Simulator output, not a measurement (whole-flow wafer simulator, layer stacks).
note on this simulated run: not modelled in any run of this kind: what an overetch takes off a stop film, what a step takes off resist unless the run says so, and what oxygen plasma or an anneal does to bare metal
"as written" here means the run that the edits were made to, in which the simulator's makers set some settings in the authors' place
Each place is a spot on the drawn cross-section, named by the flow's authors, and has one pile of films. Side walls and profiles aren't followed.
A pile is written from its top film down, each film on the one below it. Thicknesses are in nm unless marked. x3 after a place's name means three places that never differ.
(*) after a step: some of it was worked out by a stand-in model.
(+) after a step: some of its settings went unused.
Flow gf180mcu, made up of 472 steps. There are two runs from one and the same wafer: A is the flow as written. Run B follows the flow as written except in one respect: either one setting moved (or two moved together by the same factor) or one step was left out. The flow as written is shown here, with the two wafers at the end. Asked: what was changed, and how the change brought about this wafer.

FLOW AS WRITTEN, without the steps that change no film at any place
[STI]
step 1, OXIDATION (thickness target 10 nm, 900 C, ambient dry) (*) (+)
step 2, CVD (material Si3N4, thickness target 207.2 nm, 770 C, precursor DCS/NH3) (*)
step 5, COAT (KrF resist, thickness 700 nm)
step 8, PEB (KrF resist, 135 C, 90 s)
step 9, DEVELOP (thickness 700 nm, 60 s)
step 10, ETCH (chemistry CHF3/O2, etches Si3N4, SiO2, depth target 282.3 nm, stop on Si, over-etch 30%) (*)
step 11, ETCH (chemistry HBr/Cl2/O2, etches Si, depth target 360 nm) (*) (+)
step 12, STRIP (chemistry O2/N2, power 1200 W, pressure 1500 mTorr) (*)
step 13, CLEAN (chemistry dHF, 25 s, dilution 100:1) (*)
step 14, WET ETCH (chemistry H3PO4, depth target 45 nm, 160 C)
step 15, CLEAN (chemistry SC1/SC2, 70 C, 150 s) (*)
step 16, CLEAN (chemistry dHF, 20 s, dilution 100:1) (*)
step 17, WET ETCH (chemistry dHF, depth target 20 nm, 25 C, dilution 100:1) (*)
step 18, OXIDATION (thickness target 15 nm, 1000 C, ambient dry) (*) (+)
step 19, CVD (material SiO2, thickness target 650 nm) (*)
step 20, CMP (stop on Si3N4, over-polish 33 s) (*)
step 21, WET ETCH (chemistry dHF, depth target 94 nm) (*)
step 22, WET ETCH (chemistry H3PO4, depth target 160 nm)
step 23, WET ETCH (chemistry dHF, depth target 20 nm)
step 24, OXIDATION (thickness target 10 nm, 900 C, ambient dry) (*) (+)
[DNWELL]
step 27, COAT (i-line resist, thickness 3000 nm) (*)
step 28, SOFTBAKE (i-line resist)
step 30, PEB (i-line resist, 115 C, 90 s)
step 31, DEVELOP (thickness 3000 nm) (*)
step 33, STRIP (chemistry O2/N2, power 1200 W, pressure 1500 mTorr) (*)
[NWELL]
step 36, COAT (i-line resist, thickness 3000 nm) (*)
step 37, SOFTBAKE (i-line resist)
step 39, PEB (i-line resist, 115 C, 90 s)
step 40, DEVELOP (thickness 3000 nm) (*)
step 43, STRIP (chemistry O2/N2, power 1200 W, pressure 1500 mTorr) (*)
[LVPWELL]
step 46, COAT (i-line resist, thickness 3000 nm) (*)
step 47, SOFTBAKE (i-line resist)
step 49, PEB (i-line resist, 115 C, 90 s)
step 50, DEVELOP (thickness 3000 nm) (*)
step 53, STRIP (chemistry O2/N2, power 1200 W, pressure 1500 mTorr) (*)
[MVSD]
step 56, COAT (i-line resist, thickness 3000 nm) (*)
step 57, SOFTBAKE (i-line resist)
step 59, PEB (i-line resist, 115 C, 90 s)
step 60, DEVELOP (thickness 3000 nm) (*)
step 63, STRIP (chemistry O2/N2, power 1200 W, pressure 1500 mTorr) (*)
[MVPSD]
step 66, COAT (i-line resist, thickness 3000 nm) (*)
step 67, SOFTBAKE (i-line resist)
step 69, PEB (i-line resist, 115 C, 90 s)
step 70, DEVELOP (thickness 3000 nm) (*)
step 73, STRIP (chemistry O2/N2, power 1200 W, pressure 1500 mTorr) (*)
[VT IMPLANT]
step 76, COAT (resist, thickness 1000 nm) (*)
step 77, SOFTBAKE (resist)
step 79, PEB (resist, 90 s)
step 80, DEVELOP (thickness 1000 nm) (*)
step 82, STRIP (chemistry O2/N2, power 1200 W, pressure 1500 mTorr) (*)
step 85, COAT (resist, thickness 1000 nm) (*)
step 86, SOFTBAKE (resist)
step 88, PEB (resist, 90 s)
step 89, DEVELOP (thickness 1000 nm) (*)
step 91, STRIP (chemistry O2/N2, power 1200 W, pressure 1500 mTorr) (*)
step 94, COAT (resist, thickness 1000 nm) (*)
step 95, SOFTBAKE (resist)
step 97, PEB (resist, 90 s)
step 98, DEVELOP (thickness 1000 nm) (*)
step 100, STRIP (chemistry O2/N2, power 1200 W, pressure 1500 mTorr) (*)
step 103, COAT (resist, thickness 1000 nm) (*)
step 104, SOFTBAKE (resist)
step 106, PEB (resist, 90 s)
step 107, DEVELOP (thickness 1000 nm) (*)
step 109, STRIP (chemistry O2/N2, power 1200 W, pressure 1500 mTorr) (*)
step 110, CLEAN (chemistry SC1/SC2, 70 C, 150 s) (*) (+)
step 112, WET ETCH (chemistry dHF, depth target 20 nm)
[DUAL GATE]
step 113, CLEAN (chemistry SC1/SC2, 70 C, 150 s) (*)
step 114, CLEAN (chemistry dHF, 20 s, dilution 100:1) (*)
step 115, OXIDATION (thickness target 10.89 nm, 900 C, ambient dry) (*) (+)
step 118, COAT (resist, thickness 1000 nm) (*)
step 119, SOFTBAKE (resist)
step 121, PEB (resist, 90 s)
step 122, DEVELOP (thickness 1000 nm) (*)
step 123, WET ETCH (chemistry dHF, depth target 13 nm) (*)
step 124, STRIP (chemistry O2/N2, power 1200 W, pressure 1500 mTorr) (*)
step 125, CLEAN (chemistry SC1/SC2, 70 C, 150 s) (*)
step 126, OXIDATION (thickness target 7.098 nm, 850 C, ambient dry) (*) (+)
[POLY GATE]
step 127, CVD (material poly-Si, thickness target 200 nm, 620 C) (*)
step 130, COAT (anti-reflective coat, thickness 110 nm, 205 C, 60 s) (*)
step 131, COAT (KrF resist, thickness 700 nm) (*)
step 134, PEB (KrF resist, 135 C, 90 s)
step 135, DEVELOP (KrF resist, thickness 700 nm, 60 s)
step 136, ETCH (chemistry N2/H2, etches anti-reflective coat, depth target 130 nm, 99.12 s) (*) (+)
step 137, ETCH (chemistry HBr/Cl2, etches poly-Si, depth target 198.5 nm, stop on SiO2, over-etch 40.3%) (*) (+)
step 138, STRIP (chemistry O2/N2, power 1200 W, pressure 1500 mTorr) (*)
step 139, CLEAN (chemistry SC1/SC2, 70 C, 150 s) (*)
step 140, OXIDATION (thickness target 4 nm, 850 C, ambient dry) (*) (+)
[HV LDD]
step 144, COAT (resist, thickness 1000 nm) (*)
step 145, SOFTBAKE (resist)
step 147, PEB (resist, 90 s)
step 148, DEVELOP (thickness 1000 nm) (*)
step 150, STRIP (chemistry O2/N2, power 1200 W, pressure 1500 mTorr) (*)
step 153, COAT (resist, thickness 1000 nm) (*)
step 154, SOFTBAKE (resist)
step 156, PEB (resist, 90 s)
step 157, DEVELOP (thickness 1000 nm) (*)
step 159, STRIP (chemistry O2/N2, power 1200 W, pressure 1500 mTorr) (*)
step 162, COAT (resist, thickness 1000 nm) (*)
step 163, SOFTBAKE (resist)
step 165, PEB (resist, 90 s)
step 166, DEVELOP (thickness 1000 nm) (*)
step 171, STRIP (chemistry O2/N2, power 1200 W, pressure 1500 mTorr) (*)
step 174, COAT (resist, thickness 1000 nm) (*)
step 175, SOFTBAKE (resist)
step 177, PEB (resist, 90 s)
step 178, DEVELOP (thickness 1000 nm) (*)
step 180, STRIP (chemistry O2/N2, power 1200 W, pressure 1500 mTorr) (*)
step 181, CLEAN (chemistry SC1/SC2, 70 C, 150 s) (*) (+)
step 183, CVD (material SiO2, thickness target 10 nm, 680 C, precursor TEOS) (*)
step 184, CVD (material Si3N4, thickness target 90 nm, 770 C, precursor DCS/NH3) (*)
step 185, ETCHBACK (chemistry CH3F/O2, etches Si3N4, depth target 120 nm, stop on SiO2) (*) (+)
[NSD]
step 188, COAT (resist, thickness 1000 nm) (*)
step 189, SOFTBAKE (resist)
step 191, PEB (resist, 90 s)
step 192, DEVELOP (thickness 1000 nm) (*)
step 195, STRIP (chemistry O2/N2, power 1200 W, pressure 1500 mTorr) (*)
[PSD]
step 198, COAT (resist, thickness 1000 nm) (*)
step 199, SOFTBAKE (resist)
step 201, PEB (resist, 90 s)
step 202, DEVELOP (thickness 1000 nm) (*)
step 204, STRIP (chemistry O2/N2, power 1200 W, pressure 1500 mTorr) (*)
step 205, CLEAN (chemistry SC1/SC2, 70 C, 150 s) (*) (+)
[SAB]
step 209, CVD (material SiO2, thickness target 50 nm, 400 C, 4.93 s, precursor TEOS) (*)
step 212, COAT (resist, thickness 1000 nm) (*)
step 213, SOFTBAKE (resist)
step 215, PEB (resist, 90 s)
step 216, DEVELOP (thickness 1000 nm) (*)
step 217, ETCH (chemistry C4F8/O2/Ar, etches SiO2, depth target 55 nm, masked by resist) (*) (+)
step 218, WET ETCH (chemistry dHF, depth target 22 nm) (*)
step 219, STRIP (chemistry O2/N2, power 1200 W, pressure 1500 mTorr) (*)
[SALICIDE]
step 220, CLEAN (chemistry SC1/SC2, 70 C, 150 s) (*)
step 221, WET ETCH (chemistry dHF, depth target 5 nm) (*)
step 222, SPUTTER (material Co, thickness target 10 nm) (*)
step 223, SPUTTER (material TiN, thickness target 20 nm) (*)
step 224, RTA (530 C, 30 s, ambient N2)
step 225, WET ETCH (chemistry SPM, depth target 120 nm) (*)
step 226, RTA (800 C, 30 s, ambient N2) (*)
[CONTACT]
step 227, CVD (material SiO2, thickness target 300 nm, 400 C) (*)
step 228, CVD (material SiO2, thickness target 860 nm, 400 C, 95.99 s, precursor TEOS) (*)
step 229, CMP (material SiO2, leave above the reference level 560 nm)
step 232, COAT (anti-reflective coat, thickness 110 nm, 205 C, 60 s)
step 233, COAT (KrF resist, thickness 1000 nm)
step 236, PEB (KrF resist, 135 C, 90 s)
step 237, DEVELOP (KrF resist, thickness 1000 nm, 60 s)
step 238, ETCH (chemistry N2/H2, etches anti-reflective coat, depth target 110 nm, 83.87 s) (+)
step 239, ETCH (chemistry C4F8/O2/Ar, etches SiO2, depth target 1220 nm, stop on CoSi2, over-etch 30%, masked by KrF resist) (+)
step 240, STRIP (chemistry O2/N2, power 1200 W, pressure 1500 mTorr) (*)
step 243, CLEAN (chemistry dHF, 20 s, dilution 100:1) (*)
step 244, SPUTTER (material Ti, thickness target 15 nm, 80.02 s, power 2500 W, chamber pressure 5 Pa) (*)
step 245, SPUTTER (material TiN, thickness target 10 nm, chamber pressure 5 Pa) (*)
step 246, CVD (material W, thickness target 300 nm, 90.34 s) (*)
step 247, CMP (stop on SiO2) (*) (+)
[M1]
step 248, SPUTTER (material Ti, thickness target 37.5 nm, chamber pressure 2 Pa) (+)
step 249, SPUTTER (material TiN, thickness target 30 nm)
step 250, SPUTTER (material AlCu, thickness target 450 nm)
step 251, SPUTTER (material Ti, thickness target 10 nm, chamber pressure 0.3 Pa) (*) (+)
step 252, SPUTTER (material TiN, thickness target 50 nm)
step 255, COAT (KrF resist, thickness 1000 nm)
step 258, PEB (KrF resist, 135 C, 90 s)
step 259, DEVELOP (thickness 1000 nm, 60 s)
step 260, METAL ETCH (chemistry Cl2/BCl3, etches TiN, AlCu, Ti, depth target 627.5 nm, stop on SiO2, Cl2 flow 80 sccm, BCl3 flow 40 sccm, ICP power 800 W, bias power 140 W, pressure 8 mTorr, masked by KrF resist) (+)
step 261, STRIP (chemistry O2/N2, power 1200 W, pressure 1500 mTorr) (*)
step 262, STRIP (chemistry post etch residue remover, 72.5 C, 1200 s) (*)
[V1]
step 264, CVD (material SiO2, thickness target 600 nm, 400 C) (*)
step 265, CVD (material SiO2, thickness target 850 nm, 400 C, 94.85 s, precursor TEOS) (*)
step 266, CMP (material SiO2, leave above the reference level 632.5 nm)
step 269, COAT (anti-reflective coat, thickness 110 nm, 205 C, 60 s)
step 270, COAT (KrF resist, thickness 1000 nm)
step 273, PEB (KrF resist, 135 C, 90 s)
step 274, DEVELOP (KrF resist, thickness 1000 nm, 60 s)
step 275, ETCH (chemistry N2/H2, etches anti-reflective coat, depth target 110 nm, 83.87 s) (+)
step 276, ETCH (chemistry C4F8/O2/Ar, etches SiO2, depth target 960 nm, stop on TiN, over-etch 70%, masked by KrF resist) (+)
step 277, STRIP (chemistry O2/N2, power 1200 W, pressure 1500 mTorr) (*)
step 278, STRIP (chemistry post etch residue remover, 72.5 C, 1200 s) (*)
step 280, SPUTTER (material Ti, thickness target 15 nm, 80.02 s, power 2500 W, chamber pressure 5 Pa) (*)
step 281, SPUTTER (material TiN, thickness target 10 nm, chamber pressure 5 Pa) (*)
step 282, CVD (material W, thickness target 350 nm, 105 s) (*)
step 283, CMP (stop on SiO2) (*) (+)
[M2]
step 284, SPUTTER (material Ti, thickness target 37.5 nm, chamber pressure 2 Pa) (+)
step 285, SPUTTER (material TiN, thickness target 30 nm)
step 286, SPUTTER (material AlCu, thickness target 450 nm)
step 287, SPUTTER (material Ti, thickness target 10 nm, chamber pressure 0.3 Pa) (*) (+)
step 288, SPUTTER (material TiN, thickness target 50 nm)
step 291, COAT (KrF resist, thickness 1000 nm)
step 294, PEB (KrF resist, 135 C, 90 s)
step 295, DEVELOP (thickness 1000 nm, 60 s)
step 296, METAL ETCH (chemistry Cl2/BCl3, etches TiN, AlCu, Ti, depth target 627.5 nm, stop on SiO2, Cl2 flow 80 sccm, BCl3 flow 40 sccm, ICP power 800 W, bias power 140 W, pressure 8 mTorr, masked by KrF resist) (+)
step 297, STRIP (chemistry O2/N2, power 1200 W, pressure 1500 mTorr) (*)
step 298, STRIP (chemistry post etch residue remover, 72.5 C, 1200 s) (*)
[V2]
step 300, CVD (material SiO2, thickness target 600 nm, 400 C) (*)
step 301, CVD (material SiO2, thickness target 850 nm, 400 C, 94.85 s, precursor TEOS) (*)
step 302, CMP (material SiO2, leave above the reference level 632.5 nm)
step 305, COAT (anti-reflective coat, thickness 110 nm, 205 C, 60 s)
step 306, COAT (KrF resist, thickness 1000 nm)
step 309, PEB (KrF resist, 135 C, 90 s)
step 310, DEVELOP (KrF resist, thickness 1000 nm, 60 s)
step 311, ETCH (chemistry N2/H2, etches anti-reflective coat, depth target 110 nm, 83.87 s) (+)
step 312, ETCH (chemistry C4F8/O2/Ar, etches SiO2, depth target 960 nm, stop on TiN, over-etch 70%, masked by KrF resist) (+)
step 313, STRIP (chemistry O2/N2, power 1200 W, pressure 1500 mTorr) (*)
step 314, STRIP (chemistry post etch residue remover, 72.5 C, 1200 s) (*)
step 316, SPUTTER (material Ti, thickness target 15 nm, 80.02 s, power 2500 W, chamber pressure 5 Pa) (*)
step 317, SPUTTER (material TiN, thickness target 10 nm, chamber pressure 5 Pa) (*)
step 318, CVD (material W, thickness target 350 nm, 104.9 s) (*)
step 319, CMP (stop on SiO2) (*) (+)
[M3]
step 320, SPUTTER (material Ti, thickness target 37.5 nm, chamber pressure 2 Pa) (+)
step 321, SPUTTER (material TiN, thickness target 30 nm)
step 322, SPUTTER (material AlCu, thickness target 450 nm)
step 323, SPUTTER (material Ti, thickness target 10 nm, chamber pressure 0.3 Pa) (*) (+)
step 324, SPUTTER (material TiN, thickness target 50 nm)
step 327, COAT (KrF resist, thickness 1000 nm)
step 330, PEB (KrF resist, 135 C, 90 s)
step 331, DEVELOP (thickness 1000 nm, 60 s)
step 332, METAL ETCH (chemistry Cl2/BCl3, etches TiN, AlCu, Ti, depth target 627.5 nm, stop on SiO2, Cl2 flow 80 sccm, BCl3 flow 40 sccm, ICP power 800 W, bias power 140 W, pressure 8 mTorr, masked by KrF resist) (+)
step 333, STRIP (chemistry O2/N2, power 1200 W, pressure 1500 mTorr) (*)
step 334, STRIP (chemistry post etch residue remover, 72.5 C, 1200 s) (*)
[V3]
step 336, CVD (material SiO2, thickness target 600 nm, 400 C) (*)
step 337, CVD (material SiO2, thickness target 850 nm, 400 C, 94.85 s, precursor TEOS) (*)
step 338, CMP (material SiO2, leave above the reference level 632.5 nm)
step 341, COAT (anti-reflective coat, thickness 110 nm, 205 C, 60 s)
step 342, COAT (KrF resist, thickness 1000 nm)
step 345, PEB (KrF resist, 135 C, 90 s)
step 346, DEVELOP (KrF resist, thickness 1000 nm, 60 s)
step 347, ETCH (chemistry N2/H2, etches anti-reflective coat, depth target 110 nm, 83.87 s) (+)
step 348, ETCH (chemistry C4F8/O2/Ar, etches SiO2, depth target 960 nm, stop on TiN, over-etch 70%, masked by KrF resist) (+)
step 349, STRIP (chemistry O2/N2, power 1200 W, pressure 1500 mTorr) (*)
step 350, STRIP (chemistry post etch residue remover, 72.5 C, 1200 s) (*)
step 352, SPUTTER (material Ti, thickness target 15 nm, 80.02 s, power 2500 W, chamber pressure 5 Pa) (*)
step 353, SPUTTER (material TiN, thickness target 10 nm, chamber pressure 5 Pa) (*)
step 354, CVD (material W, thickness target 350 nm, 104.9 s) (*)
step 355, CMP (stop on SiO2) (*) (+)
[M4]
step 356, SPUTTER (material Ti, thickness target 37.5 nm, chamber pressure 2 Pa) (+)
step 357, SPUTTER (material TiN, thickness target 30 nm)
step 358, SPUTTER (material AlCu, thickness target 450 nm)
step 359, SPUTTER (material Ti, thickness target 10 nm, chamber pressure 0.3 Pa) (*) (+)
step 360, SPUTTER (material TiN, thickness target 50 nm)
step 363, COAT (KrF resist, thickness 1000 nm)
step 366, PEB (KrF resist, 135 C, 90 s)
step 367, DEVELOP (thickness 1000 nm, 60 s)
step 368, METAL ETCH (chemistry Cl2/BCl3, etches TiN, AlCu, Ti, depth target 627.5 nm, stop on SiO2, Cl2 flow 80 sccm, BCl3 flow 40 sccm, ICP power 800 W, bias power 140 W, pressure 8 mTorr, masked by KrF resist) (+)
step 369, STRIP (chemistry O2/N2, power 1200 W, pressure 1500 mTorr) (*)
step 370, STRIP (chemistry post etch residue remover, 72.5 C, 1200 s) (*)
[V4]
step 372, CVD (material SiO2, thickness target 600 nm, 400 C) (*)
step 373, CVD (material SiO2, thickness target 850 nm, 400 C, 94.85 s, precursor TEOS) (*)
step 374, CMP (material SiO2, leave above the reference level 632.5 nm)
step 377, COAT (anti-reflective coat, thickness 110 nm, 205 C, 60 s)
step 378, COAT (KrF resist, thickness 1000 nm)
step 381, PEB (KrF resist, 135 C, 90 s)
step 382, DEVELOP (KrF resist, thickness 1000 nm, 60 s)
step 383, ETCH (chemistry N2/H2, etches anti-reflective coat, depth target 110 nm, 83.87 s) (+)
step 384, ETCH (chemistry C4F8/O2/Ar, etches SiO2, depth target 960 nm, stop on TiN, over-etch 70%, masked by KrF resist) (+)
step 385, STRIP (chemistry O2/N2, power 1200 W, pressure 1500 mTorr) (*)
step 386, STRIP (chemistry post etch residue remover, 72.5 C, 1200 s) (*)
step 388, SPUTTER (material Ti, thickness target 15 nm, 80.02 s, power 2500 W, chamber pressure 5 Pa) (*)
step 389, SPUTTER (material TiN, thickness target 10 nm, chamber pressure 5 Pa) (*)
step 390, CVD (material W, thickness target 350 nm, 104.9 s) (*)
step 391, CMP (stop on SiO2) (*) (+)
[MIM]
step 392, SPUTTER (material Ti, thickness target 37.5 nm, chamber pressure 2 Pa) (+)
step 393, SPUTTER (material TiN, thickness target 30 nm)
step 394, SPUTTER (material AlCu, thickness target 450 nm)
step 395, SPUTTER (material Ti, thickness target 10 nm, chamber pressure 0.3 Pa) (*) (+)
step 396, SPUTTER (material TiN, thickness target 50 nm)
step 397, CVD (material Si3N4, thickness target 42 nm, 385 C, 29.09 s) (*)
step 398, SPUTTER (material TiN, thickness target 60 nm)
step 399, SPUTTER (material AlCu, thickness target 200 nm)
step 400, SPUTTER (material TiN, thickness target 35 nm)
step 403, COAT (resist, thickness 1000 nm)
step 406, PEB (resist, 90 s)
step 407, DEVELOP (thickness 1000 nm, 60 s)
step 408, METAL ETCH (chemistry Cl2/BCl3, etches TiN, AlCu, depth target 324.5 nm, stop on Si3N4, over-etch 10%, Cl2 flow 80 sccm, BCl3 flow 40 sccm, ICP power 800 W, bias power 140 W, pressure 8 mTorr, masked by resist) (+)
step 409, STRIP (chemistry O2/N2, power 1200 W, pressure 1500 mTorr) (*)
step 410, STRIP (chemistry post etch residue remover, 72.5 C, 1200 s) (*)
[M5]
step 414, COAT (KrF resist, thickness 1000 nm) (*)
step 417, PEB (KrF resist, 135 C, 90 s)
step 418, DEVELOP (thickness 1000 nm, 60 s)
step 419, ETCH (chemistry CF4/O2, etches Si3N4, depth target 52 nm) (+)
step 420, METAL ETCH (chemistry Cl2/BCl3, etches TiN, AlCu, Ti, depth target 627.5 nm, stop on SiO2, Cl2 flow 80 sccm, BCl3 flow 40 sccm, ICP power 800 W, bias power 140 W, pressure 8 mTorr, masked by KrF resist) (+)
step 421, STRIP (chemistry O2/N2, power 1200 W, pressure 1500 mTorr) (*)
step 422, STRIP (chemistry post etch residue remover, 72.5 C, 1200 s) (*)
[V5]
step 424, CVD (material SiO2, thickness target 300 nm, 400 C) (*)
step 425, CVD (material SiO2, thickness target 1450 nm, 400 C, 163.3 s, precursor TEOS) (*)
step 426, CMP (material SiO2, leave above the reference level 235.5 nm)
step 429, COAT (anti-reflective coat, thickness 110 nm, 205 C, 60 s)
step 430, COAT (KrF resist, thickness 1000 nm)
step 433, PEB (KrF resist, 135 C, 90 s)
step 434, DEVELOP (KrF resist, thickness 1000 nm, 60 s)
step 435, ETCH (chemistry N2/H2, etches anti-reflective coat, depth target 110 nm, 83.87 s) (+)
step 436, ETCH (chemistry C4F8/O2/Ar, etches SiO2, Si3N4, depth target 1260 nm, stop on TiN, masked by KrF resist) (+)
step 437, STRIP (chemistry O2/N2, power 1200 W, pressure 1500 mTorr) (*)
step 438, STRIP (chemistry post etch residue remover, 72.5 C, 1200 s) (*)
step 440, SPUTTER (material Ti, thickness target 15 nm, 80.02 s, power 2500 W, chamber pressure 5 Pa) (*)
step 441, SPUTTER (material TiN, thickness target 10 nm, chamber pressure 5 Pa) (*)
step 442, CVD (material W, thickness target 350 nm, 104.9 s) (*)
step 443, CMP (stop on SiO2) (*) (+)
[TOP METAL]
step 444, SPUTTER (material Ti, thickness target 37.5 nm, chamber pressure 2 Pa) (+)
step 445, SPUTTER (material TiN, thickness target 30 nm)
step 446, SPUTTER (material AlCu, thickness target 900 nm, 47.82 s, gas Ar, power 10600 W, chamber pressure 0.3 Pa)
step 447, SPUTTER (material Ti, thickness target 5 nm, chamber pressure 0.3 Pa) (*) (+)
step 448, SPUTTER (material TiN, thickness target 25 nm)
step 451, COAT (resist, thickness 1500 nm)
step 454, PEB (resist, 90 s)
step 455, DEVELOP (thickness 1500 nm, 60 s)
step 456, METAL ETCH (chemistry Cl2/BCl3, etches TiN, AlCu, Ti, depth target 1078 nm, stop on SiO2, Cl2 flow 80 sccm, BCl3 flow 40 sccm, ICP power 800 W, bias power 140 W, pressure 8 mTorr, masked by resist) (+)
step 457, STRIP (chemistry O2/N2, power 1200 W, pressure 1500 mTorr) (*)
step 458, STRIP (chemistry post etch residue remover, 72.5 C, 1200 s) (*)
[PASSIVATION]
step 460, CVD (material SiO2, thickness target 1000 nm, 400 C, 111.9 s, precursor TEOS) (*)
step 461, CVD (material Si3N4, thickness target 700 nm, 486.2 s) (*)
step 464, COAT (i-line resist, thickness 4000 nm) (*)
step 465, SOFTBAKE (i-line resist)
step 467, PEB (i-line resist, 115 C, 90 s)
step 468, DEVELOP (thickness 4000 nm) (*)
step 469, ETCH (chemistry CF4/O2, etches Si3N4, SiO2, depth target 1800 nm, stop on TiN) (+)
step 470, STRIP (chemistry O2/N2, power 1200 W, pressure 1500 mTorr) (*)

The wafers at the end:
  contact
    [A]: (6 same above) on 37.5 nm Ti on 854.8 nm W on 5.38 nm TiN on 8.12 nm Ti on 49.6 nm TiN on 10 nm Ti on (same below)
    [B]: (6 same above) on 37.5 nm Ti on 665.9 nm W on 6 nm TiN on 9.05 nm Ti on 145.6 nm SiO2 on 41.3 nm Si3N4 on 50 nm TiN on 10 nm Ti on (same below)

The reason: step 436, ETCH: depth target 683.9 nm was run, though the flow has depth target 1260 nm.

How this came from the change, step by step:
  step 436, ETCH (chemistry C4F8/O2/Ar, etches SiO2, Si3N4, depth target 1260 nm, stop on TiN, masked by KrF resist) (+)
      contact: A SiO2 loses 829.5 (all of it), Si3N4 loses 41.3 (all of it) | B SiO2 loses 683.9
      field, field__w1, field__w2 and 108 more: A KrF resist loses 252 | B KrF resist loses 136.8
  step 437, STRIP (chemistry O2/N2, power 1200 W, pressure 1500 mTorr) (*)
      field, field__w1, field__w2 and 108 more: A KrF resist loses 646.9 (all of it), anti-reflective coat loses 110 (all of it) | B KrF resist loses 762.2 (all of it), anti-reflective coat loses 110 (all of it)
  step 440, SPUTTER (material Ti, thickness target 15 nm, 80.02 s, power 2500 W, chamber pressure 5 Pa) (*)
      contact: A Ti gains 8.12 (new film) | B Ti gains 9.05 (new film)
  step 441, SPUTTER (material TiN, thickness target 10 nm, chamber pressure 5 Pa) (*)
      contact: A TiN gains 5.38 (new film) | B TiN gains 6 (new film)
  step 442, CVD (material W, thickness target 350 nm, 104.9 s) (*)
      contact: A W gains 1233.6 (new film) | B W gains 1044.7 (new film)
Taking metal films that touch as one body, contact has 2 bodies (between them, from the top down: SiO2 145.6 / Si3N4 41.3); the flow as written gives 1 body.
